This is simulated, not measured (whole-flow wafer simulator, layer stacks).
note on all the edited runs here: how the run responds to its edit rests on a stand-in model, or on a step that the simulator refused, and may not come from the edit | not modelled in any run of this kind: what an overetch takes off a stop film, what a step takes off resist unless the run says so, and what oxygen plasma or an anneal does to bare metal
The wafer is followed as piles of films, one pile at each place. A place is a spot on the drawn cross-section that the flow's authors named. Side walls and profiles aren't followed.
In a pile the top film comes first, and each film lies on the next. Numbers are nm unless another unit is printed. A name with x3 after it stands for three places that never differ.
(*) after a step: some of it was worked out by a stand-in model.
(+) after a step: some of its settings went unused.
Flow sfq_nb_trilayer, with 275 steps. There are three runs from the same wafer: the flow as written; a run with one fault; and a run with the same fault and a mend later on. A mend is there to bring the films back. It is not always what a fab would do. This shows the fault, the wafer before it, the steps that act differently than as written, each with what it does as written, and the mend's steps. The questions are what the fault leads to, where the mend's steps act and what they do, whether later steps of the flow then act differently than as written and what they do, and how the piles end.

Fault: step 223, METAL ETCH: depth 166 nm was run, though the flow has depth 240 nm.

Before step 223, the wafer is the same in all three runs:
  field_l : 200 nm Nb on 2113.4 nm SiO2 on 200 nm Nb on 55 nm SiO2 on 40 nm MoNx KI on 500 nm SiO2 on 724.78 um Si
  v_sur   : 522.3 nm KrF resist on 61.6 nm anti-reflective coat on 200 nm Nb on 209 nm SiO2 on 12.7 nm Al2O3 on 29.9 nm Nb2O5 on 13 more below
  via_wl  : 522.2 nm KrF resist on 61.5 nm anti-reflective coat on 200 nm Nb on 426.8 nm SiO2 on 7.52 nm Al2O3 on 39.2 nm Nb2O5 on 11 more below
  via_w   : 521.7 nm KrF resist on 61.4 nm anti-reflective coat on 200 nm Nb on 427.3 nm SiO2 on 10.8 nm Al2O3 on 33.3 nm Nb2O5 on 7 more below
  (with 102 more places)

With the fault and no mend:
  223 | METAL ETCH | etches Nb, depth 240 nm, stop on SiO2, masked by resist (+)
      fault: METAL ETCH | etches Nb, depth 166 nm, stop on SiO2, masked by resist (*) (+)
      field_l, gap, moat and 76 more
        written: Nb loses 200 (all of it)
        fault: Nb loses 166
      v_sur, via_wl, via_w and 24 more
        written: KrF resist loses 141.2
        fault: KrF resist loses 97.6
  Steps later in the flow that act otherwise than as written:
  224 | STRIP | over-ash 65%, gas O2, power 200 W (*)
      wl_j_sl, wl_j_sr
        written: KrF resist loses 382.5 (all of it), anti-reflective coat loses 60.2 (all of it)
        fault: KrF resist loses 426 (all of it), anti-reflective coat loses 60.2 (all of it)
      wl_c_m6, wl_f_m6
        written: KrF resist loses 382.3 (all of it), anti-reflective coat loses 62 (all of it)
        fault: KrF resist loses 425.8 (all of it), anti-reflective coat loses 62 (all of it)
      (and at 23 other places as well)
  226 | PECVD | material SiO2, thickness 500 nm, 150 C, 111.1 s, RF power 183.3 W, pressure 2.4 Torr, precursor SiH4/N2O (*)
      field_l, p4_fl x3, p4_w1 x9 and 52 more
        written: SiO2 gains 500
        fault: SiO2 gains 500 (new film)
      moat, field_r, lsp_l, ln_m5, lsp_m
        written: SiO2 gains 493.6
        fault: SiO2 gains 494.7 (new film)
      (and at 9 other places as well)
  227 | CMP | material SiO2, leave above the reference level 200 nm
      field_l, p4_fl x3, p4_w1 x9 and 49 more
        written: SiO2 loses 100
        fault: SiO2 loses 134
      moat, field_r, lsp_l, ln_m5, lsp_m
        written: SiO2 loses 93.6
        fault: SiO2 loses 128.7
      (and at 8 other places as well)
  At field_l, gap, moat and 76 more, the piles at the end differ from the flow's by more than 2% or 0.5 nm, whichever is larger.
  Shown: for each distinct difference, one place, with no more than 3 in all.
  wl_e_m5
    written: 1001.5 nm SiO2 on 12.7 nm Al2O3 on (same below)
    fault: 758.5 nm SiO2 on 34 nm Nb on 209 nm SiO2 on 12.7 nm Al2O3 on (same below)
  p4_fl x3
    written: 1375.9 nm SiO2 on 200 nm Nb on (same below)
    fault: 758.5 nm SiO2 on 34 nm Nb on 583.4 nm SiO2 on 200 nm Nb on (same below)
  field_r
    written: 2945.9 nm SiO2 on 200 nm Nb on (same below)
    fault: 758.5 nm SiO2 on 34 nm Nb on 2153.4 nm SiO2 on 200 nm Nb on (same below)

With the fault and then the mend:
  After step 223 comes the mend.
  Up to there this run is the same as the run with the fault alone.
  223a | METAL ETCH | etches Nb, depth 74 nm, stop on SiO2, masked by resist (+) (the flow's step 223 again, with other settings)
      field_l, gap, moat and 76 more
        Nb loses 34 (all of it)
      v_sur, via_wl, via_w and 24 more
        KrF resist loses 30
  Steps later in the flow that act otherwise than as written:
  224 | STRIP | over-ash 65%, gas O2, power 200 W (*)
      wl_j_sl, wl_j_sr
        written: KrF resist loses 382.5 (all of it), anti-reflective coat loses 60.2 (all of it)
        mend: KrF resist loses 396 (all of it), anti-reflective coat loses 60.2 (all of it)
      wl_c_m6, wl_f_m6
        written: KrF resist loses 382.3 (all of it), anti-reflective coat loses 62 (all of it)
        mend: KrF resist loses 395.8 (all of it), anti-reflective coat loses 62 (all of it)
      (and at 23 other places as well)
  By the end, the piles equal the flow's at every place that both follow.
